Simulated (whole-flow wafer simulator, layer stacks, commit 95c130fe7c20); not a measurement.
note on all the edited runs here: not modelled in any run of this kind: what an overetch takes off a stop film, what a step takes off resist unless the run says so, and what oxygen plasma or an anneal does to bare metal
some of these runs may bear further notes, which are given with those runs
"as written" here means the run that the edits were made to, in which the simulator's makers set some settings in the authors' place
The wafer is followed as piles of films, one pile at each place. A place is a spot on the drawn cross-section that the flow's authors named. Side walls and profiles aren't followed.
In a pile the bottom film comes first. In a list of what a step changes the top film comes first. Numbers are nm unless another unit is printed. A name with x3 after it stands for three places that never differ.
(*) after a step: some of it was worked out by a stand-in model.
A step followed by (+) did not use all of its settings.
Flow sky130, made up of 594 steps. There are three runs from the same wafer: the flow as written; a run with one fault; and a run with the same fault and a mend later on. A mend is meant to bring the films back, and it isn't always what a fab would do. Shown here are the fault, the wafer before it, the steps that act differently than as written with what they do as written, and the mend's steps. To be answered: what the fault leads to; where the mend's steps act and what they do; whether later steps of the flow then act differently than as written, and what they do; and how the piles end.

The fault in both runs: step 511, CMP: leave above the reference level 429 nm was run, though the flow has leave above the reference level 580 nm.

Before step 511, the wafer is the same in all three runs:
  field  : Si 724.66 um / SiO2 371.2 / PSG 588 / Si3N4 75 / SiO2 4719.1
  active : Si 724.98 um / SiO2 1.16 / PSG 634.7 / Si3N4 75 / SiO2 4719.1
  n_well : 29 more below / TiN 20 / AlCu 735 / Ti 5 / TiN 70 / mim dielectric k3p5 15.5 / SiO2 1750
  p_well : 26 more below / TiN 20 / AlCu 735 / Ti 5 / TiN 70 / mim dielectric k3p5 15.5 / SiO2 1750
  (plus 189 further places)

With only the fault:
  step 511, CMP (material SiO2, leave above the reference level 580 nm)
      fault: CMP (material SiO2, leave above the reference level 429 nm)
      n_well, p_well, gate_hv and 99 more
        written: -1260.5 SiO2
        fault: -1411.5 SiO2
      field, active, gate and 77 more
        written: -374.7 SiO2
        fault: -525.7 SiO2
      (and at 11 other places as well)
  Steps further on in the flow that do not act as written:
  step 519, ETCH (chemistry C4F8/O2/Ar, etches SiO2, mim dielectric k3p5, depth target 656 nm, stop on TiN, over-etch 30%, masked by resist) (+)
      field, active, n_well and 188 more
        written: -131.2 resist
        fault: -92.2 resist
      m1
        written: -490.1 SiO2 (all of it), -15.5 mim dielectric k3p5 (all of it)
        fault: -339.1 SiO2 (all of it), -15.5 mim dielectric k3p5 (all of it)
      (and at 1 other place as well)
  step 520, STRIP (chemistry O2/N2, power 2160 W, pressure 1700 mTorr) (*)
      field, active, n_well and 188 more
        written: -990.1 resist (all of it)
        fault: -1029.1 resist (all of it)
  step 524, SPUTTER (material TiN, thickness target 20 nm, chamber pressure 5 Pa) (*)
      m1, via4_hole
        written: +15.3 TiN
        fault: +16.4 TiN
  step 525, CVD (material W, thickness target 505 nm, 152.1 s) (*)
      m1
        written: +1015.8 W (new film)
        fault: +666.9 W (new film)
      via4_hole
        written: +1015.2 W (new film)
        fault: +668 W (new film)
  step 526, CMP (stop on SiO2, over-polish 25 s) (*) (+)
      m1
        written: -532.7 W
        fault: -335.9 W
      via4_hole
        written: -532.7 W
        fault: -337.6 W
  By the end, the piles at field, active, n_well and 190 more depart from the flow's by more than 2% or 0.5 nm, whichever is larger.
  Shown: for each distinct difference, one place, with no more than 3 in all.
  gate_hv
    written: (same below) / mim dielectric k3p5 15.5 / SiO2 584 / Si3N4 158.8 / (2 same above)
    fault: (same below) / mim dielectric k3p5 15.5 / SiO2 433 / Si3N4 158.8 / (2 same above)
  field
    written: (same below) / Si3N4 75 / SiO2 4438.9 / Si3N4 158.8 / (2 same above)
    fault: (same below) / Si3N4 75 / SiO2 4287.9 / Si3N4 158.8 / (2 same above)
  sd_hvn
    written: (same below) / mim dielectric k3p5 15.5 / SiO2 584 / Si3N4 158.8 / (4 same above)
    fault: (same below) / mim dielectric k3p5 15.5 / SiO2 433 / Si3N4 158.8 / (4 same above)

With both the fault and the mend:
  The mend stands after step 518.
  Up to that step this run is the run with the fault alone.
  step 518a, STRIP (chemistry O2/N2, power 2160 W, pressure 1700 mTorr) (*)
      field, active, n_well and 188 more
        -1121.3 resist (all of it)
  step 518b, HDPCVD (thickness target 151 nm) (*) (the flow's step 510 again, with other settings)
      field, active, n_well and 190 more
        +151 SiO2
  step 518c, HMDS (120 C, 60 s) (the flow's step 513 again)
      alters no film at any place that is followed
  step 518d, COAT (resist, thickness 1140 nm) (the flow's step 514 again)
      field, active, n_well and 190 more
        +1140 resist (new film)
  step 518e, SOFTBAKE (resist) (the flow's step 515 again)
      alters no film at any place that is followed
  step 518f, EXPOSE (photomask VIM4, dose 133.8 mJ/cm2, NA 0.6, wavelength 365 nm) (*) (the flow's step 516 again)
      alters no film at any place that is followed
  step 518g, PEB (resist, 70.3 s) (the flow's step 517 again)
      field, active, n_well and 190 more
        -18.7 resist
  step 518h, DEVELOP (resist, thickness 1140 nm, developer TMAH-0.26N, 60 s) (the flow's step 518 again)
      m1, via4_hole
        -1121.3 resist (all of it)
  Later steps of the flow that are run all act as written at every place that is followed.
  By the end, the piles equal the flow's at every place that both follow.
